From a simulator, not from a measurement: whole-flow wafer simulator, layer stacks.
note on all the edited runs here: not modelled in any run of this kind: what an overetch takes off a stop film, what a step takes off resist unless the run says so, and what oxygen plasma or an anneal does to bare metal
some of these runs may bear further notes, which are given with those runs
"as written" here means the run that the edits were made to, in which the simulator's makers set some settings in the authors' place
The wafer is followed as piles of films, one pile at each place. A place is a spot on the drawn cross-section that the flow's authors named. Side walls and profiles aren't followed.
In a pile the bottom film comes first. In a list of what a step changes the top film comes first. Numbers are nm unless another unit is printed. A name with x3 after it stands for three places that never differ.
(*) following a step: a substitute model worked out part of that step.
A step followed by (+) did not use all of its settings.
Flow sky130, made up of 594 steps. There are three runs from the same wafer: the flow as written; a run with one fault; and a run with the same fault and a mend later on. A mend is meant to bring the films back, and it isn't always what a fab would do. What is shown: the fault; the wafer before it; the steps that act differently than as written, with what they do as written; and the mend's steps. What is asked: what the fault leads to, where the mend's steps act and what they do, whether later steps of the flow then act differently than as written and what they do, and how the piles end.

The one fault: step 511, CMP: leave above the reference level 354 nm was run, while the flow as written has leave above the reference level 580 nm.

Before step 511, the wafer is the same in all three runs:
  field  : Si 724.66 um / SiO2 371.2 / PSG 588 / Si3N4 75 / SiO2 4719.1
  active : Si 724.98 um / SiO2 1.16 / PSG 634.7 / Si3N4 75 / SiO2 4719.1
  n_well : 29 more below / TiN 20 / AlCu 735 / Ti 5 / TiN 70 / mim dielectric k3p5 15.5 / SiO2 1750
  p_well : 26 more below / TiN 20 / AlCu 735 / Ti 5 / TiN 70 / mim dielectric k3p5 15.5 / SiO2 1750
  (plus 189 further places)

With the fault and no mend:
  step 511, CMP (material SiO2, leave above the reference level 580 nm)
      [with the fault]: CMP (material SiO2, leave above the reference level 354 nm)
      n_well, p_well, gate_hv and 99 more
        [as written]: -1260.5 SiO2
        [with the fault]: -1486.5 SiO2
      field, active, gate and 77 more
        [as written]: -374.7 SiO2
        [with the fault]: -600.7 SiO2
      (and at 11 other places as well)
  Later steps of the flow acting differently than as written:
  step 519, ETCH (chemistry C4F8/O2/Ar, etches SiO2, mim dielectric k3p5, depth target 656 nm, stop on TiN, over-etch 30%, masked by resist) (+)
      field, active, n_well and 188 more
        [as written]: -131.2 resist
        [with the fault]: -72.7 resist
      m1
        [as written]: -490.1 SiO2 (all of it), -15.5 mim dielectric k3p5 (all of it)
        [with the fault]: -264.1 SiO2 (all of it), -15.5 mim dielectric k3p5 (all of it)
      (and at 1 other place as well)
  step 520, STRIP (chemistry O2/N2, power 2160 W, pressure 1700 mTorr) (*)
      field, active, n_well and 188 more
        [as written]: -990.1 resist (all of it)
        [with the fault]: -1048.6 resist (all of it)
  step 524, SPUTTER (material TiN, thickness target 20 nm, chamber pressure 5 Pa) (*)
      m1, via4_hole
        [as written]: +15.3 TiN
        [with the fault]: +17 TiN
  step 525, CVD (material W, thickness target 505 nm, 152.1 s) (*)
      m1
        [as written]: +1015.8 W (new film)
        [with the fault]: +591.3 W (new film)
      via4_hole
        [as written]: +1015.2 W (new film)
        [with the fault]: +592.4 W (new film)
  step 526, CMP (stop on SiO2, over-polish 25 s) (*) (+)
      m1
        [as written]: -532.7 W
        [with the fault]: -335.9 W
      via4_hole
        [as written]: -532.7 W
        [with the fault]: -337.7 W
  At field, active, n_well and 190 more, the piles at the end differ from the flow's by more than 2% or 0.5 nm, whichever is larger.
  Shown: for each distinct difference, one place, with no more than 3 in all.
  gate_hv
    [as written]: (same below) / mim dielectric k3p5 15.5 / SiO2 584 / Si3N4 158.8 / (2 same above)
    [with the fault]: (same below) / mim dielectric k3p5 15.5 / SiO2 358 / Si3N4 158.8 / (2 same above)
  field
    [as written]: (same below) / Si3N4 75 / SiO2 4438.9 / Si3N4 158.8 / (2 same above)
    [with the fault]: (same below) / Si3N4 75 / SiO2 4212.9 / Si3N4 158.8 / (2 same above)
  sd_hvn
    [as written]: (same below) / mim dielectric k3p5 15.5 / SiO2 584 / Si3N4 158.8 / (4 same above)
    [with the fault]: (same below) / mim dielectric k3p5 15.5 / SiO2 358 / Si3N4 158.8 / (4 same above)

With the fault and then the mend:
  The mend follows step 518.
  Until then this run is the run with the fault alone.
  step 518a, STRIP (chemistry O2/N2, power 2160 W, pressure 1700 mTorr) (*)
      field, active, n_well and 188 more
        -1121.3 resist (all of it)
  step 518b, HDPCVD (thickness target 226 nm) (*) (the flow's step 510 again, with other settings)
      field, active, n_well and 190 more
        +226 SiO2
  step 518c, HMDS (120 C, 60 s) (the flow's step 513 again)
      alters no film at any place that is followed
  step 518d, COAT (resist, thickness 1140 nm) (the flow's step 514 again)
      field, active, n_well and 190 more
        +1140 resist (new film)
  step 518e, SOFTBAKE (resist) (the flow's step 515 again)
      alters no film at any place that is followed
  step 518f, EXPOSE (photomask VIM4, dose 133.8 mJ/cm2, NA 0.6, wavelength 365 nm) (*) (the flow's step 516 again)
      alters no film at any place that is followed
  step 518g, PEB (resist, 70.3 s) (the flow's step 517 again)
      field, active, n_well and 190 more
        -18.7 resist
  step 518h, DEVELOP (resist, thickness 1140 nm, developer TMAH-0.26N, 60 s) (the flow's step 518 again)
      m1, via4_hole
        -1121.3 resist (all of it)
  Every later step of the flow that is run acts as written at every place that is followed.
  By the end, the piles equal the flow's at every place that both follow.
